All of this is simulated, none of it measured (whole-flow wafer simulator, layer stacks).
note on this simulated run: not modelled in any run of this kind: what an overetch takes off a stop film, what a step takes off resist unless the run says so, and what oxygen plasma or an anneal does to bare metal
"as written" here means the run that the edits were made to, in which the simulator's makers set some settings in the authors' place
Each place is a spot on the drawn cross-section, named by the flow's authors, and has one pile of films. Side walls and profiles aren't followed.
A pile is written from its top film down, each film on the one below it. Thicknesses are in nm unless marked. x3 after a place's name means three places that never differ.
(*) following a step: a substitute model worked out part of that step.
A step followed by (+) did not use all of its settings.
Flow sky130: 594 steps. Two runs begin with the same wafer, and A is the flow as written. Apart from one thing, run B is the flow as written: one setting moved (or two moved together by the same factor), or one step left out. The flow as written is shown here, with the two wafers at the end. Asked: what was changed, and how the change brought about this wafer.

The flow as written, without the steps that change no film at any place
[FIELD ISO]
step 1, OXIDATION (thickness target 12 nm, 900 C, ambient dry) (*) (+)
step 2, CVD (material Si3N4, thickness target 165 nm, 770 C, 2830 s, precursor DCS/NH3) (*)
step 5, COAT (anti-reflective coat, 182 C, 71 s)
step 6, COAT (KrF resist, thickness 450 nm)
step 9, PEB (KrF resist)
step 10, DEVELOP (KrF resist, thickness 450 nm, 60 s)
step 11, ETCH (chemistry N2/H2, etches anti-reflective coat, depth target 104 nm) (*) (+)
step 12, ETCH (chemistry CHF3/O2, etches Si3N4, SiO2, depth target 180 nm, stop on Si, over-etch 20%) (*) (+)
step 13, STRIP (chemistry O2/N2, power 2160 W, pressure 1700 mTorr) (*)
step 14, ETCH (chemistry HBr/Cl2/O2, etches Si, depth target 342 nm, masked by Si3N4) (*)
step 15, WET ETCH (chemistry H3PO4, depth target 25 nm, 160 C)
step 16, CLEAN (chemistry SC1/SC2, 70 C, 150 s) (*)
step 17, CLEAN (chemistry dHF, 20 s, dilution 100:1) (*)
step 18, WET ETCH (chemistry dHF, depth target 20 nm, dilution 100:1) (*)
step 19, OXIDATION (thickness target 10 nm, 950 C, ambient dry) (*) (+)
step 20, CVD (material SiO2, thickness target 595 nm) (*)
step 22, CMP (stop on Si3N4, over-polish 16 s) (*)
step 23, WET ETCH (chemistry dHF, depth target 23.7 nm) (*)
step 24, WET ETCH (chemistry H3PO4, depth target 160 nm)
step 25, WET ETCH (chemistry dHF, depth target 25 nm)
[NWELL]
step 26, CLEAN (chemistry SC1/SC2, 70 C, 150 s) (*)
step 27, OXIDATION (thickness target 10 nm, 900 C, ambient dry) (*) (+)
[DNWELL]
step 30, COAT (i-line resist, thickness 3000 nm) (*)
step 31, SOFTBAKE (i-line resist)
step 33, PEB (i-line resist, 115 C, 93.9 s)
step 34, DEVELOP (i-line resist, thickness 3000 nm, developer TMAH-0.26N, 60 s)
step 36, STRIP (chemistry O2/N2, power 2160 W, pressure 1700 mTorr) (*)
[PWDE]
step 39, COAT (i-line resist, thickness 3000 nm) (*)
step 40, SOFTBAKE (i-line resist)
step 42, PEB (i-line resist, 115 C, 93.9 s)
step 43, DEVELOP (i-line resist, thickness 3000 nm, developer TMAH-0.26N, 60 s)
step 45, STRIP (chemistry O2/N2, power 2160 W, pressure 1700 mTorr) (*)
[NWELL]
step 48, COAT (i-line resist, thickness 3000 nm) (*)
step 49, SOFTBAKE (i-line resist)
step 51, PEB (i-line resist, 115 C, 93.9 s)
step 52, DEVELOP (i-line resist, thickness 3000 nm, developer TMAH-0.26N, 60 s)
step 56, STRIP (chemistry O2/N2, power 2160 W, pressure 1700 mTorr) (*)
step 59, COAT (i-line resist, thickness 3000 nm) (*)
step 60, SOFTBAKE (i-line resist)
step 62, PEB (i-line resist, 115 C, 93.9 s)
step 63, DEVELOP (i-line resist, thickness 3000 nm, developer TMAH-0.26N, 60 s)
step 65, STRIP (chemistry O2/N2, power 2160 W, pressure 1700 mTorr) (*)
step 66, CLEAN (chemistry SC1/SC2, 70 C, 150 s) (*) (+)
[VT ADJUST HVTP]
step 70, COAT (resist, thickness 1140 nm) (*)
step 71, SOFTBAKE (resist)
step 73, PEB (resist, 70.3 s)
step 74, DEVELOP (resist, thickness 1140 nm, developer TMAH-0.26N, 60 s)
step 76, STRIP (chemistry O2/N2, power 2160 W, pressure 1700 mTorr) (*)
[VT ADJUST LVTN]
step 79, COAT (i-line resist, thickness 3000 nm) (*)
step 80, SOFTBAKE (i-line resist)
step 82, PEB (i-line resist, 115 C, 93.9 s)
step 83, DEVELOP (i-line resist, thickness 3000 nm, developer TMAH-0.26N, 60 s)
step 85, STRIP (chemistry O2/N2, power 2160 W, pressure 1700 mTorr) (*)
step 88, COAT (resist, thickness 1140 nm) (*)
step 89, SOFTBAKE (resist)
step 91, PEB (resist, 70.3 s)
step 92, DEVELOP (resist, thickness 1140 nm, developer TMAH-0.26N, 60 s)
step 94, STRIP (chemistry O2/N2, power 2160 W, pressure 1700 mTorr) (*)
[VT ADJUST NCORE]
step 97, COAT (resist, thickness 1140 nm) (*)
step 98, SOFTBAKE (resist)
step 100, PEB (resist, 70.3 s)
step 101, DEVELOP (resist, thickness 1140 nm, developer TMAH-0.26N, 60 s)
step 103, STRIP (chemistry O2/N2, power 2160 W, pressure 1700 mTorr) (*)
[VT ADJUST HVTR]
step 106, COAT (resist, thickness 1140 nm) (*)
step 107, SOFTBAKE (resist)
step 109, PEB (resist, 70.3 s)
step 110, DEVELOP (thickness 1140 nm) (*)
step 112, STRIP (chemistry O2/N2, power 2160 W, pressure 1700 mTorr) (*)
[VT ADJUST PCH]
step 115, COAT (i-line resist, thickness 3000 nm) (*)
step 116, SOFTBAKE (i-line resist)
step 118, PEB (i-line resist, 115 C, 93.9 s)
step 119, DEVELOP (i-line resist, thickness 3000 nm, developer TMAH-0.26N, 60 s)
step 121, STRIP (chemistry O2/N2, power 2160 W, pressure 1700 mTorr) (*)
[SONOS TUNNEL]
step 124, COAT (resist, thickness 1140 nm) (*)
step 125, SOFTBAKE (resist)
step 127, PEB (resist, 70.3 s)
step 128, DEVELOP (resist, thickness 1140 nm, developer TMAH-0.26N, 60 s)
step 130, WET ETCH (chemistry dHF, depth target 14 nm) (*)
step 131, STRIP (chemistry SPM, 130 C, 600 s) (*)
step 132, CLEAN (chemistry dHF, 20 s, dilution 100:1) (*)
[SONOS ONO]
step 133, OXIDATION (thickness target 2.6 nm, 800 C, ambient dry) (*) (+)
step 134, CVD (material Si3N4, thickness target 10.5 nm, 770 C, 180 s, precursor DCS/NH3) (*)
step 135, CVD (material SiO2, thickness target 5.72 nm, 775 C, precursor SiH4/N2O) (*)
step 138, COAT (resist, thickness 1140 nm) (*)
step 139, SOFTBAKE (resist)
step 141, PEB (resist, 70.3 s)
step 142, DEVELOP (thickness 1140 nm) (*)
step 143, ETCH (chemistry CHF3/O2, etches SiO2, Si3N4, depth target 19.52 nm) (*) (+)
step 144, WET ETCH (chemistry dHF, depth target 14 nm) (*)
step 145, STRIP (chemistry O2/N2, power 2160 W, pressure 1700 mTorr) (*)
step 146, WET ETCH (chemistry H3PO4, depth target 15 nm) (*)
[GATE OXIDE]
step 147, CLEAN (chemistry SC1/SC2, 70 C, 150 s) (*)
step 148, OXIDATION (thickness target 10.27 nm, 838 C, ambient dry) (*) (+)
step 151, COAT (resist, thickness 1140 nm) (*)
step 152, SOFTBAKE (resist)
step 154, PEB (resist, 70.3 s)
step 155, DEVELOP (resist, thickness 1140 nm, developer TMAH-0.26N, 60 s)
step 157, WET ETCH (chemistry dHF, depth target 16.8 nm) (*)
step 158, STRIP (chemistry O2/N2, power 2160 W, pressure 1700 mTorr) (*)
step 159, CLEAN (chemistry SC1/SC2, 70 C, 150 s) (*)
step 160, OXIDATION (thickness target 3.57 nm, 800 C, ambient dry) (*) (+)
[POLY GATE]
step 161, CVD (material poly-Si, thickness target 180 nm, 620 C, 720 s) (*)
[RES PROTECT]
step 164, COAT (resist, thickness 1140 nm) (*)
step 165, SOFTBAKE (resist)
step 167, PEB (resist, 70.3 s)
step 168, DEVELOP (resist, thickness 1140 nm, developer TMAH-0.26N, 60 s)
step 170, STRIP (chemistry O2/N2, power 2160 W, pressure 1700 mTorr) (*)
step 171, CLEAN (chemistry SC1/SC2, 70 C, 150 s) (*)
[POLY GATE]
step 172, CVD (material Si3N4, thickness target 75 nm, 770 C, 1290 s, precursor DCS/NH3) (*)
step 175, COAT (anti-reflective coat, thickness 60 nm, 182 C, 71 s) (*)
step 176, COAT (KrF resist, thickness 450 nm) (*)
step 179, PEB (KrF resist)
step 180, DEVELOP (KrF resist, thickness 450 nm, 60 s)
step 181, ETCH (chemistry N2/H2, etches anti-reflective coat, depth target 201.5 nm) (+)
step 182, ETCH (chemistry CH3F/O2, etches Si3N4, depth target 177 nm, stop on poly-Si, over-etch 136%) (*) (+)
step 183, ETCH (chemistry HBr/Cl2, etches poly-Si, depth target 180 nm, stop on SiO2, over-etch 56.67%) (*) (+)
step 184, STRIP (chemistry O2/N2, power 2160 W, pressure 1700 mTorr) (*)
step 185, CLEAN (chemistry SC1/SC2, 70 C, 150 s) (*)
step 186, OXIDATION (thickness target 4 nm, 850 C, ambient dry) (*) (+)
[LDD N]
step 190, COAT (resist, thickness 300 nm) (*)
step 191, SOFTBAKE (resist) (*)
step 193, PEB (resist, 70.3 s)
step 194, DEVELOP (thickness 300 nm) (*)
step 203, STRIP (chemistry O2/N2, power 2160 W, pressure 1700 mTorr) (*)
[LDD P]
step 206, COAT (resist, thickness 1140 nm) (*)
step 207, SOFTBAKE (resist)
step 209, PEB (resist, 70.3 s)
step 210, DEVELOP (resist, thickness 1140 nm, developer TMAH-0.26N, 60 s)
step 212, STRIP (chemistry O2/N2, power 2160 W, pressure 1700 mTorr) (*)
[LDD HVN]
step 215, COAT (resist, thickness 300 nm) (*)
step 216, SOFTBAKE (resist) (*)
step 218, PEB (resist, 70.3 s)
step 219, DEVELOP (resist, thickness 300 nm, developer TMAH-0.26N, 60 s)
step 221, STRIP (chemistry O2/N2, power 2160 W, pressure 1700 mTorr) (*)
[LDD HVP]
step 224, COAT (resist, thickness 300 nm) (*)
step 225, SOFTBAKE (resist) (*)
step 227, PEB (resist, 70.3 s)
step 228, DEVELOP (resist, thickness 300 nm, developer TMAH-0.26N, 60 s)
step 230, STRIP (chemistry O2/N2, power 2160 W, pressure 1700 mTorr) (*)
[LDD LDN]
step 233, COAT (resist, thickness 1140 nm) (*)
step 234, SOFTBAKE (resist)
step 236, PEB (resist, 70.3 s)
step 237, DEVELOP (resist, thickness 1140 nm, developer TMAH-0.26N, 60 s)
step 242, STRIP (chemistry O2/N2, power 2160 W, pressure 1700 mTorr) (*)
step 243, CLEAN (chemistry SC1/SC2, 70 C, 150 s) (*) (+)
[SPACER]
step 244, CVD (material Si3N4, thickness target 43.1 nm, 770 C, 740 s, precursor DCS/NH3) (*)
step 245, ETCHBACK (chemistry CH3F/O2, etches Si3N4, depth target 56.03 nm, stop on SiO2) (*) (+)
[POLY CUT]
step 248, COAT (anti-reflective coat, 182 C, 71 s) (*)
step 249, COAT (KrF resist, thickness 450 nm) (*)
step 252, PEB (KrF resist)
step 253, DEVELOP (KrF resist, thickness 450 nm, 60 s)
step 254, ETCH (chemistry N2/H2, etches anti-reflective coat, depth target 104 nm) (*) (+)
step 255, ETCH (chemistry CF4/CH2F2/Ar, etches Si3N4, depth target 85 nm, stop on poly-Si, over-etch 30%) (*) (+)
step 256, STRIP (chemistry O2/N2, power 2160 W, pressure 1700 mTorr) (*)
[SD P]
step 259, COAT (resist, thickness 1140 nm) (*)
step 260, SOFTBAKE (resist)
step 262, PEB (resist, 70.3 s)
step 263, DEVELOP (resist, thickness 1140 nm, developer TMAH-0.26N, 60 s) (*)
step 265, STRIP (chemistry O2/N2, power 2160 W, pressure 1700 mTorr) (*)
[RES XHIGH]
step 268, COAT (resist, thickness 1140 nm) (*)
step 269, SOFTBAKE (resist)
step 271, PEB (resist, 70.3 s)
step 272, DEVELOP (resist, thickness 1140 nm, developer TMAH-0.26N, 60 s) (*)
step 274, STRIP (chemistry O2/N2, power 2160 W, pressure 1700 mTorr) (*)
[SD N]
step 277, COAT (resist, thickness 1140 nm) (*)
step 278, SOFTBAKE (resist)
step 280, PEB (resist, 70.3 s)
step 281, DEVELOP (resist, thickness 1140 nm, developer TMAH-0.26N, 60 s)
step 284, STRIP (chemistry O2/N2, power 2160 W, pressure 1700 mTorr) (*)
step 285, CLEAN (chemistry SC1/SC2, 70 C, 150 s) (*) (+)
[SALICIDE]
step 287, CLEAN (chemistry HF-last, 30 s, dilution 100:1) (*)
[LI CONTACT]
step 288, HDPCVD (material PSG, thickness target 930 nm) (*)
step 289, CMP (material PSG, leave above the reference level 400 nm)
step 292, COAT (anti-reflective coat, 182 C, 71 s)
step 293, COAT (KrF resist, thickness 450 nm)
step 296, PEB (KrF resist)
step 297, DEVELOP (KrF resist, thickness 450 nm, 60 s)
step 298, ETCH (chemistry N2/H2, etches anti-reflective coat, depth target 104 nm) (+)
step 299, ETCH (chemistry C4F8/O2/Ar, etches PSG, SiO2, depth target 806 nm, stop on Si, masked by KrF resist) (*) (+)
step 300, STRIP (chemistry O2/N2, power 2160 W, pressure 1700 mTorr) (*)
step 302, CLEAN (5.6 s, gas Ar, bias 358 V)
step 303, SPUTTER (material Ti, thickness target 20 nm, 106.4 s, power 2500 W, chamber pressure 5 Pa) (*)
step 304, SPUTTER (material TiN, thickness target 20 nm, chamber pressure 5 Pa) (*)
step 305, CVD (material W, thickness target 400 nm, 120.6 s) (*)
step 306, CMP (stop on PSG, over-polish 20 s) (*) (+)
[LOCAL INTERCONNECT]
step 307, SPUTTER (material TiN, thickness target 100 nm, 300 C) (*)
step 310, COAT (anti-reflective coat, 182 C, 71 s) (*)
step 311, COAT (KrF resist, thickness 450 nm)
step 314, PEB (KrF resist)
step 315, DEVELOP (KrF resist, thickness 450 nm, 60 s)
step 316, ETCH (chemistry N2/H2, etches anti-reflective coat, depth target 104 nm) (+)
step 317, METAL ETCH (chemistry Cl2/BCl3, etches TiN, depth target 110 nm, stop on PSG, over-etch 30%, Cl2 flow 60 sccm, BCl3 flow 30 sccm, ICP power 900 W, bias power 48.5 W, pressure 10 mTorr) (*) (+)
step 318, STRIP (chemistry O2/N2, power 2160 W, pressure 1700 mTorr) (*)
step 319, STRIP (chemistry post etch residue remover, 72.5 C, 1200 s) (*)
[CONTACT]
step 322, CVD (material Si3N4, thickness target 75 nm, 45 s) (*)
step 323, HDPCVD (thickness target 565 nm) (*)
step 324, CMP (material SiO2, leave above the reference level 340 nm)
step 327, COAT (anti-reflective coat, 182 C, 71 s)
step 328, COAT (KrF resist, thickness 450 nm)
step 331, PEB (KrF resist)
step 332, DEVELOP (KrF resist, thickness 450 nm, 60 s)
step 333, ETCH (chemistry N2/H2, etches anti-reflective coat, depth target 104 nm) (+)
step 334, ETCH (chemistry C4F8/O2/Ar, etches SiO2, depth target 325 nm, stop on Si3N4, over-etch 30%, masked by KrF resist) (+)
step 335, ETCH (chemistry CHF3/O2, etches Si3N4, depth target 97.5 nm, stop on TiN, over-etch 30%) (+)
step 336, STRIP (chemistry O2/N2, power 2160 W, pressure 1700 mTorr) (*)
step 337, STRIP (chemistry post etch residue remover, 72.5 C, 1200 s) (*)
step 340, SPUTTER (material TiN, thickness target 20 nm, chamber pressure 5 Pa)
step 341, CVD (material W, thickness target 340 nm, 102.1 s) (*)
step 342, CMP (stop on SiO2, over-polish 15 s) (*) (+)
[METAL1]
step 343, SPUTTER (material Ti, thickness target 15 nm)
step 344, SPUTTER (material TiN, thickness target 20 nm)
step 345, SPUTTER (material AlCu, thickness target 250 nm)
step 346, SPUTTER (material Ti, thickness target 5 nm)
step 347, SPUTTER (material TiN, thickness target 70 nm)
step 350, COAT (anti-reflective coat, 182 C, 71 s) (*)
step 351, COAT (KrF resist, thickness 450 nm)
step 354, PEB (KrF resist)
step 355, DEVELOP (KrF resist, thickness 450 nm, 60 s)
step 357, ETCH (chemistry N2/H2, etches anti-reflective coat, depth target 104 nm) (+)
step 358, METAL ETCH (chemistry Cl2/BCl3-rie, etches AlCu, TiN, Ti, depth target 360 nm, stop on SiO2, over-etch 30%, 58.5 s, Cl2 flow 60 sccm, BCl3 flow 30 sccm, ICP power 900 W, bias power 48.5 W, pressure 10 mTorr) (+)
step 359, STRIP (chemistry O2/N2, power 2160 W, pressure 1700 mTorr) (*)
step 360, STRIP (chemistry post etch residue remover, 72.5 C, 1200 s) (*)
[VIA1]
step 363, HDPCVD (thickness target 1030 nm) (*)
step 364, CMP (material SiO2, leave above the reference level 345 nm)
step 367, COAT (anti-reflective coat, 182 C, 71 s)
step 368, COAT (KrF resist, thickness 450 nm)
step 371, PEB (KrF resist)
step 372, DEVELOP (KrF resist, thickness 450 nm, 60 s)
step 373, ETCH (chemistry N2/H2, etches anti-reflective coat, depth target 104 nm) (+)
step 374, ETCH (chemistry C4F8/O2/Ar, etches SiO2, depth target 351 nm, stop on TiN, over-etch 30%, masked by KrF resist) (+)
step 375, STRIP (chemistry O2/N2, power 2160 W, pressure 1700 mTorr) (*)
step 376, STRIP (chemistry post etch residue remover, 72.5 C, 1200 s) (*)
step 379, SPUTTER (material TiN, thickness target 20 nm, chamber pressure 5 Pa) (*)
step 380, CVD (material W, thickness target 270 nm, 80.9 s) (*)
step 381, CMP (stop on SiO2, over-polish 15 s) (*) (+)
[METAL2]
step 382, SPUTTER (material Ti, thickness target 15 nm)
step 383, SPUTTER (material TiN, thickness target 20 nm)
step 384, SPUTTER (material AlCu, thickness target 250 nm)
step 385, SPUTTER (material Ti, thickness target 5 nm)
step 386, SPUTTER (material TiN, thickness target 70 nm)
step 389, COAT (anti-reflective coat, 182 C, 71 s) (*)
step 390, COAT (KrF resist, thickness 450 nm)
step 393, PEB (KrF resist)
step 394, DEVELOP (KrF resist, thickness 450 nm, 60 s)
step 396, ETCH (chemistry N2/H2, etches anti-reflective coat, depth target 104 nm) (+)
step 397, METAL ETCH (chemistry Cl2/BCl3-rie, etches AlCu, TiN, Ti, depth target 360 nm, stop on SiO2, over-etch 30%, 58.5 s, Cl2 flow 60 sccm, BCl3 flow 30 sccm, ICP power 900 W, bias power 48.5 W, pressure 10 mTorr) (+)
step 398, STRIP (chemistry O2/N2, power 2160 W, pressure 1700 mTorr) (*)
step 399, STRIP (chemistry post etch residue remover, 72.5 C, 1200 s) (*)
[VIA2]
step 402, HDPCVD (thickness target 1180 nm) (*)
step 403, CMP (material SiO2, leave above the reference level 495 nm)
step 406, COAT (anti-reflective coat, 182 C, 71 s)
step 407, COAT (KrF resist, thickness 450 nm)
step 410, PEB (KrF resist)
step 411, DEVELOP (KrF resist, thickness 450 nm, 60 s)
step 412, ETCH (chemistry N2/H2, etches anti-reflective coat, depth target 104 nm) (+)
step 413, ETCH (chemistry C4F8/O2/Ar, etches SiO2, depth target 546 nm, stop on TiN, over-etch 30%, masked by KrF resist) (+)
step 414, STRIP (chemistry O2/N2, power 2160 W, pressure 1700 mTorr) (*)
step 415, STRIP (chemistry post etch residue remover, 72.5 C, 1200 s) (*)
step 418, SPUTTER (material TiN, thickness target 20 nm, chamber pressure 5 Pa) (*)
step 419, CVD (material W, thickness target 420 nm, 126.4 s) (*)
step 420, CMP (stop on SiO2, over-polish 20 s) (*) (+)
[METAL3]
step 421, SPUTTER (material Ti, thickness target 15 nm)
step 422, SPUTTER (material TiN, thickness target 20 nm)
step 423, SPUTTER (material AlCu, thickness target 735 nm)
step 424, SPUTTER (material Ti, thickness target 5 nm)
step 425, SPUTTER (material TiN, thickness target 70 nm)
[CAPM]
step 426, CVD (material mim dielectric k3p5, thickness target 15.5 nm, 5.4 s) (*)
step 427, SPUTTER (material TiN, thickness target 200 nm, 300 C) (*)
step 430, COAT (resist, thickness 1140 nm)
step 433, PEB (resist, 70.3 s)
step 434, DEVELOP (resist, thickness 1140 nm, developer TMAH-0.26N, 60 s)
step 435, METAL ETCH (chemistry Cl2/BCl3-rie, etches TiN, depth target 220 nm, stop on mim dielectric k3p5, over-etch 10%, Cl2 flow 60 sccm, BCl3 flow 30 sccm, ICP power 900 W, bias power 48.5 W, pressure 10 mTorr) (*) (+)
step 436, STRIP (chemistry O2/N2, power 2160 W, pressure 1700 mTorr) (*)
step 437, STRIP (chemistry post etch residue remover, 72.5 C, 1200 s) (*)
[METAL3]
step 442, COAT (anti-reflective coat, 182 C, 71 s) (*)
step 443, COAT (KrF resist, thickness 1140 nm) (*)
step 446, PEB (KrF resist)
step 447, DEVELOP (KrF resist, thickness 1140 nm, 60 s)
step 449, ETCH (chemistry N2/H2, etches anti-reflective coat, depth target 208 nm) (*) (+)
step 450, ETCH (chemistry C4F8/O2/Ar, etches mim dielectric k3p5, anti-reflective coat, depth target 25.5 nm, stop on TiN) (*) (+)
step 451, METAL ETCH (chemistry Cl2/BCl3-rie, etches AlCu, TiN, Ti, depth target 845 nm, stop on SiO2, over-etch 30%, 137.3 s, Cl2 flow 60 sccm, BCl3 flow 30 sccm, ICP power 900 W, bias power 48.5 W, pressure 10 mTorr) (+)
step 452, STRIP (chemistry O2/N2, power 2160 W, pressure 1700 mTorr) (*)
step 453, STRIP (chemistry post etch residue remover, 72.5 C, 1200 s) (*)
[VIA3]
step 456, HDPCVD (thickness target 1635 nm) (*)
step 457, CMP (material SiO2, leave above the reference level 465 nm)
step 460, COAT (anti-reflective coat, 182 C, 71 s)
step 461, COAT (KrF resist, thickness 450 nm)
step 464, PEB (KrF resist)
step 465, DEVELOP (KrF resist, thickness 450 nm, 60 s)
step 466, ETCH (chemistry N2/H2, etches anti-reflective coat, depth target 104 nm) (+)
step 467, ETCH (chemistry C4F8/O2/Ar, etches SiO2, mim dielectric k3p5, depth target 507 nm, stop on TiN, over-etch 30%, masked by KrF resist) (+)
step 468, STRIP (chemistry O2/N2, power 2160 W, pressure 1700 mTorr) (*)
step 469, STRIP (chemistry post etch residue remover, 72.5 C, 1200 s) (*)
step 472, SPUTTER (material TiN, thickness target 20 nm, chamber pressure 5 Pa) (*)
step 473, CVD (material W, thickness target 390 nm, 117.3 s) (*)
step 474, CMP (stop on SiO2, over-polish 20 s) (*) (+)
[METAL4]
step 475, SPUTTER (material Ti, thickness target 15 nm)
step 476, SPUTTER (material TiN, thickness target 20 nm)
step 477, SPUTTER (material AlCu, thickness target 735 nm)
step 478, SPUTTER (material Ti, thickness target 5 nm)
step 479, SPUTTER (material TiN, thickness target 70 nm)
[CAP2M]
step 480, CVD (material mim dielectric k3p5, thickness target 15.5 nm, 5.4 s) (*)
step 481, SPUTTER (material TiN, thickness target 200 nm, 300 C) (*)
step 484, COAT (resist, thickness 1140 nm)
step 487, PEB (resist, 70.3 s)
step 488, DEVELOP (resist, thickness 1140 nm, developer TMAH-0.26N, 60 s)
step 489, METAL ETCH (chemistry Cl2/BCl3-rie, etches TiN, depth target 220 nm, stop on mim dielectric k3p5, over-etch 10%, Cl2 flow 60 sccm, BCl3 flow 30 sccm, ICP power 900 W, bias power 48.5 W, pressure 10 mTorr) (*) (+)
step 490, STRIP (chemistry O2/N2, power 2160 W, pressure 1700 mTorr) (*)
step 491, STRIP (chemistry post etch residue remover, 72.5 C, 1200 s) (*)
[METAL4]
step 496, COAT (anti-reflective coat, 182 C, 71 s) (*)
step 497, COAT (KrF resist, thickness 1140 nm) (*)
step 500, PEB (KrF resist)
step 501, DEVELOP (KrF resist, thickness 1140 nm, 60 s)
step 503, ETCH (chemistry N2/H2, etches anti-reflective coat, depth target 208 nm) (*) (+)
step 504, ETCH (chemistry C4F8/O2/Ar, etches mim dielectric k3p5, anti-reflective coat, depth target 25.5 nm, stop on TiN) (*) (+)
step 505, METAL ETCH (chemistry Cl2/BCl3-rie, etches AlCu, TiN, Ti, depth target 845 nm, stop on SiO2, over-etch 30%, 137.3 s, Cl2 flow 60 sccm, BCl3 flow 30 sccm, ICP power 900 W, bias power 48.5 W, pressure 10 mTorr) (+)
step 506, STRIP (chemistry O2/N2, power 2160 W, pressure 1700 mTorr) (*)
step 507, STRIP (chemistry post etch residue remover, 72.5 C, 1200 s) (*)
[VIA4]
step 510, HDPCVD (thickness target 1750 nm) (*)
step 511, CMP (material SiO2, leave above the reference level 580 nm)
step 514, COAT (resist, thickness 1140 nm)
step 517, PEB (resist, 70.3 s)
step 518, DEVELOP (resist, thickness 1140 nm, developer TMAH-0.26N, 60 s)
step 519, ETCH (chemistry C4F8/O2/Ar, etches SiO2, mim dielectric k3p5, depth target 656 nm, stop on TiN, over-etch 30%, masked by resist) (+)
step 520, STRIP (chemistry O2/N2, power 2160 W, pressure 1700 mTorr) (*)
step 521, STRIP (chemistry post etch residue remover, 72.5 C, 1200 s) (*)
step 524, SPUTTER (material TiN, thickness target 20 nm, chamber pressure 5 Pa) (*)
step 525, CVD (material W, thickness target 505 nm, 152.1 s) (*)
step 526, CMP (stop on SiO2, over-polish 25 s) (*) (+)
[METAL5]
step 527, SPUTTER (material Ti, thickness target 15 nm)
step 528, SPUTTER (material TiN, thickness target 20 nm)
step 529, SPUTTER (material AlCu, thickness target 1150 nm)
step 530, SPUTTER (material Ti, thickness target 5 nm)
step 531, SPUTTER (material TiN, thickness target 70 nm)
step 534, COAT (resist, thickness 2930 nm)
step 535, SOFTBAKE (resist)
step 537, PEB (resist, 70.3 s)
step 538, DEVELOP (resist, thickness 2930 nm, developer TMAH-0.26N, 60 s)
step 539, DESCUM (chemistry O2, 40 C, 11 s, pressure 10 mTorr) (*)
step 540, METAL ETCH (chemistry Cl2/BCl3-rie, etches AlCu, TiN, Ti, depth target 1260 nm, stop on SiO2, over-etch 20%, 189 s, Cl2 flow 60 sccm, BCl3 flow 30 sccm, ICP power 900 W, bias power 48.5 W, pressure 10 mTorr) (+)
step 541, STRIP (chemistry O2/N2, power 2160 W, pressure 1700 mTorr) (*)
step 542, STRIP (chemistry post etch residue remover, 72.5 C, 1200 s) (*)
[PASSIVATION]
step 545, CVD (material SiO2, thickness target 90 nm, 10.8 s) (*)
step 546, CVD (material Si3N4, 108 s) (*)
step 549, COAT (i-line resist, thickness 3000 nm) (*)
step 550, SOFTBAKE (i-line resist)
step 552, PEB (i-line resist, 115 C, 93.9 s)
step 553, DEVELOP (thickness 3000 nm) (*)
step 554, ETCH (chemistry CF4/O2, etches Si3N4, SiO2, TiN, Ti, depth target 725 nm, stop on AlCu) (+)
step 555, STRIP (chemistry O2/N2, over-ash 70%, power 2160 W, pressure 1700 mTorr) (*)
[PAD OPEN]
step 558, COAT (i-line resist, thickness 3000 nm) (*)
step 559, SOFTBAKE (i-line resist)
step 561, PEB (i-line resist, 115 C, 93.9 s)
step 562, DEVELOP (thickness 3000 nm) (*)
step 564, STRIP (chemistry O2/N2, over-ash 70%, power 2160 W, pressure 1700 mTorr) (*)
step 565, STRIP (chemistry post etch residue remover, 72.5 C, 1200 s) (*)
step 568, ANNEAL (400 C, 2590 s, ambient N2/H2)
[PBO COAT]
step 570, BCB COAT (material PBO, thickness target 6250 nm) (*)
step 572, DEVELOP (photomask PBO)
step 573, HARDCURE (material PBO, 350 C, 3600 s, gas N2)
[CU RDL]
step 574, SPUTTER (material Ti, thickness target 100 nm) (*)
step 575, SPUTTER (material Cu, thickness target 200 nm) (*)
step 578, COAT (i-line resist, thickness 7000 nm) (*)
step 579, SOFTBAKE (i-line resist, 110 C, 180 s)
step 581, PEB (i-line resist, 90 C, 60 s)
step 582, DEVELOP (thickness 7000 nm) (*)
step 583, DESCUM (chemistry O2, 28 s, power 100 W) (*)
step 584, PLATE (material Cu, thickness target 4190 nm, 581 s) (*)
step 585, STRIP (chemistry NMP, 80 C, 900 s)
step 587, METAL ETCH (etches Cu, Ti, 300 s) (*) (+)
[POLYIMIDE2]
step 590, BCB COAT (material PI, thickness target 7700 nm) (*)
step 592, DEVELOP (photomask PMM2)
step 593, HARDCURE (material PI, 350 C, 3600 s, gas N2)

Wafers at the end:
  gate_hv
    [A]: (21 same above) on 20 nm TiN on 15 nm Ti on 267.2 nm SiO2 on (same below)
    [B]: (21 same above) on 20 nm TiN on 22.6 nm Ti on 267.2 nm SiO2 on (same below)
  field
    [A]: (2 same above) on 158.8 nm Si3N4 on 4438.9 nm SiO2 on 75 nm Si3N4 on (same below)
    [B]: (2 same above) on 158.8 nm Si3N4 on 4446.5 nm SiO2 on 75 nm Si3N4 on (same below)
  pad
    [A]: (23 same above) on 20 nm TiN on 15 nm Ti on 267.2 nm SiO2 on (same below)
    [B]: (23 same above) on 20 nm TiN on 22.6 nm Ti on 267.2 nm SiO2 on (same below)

The reason: step 382, SPUTTER: thickness target 22.6 nm was run, whereas the flow has thickness target 15 nm.
The wafer lets one read it off: gate_hv has Ti 22.6, and step 382 as written asks for 15 nm.

Step by step, how the change led to this:
  step 382, SPUTTER (material Ti, thickness target 15 nm)
      field, active, n_well and 188 more: A +15 Ti (new film) | B +22.6 Ti (new film)
  step 397, METAL ETCH (chemistry Cl2/BCl3-rie, etches AlCu, TiN, Ti, depth target 360 nm, stop on SiO2, over-etch 30%, 58.5 s, Cl2 flow 60 sccm, BCl3 flow 30 sccm, ICP power 900 W, bias power 48.5 W, pressure 10 mTorr) (+)
      field, active, gate and 82 more: A -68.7 TiN (all of it), -5 Ti (all of it), -250 AlCu (all of it), -20 TiN (all of it), -15 Ti (all of it), -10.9 SiO2 | B -68.7 TiN (all of it), -5 Ti (all of it), -250 AlCu (all of it), -20 TiN (all of it), -22.6 Ti (all of it), -10.2 SiO2
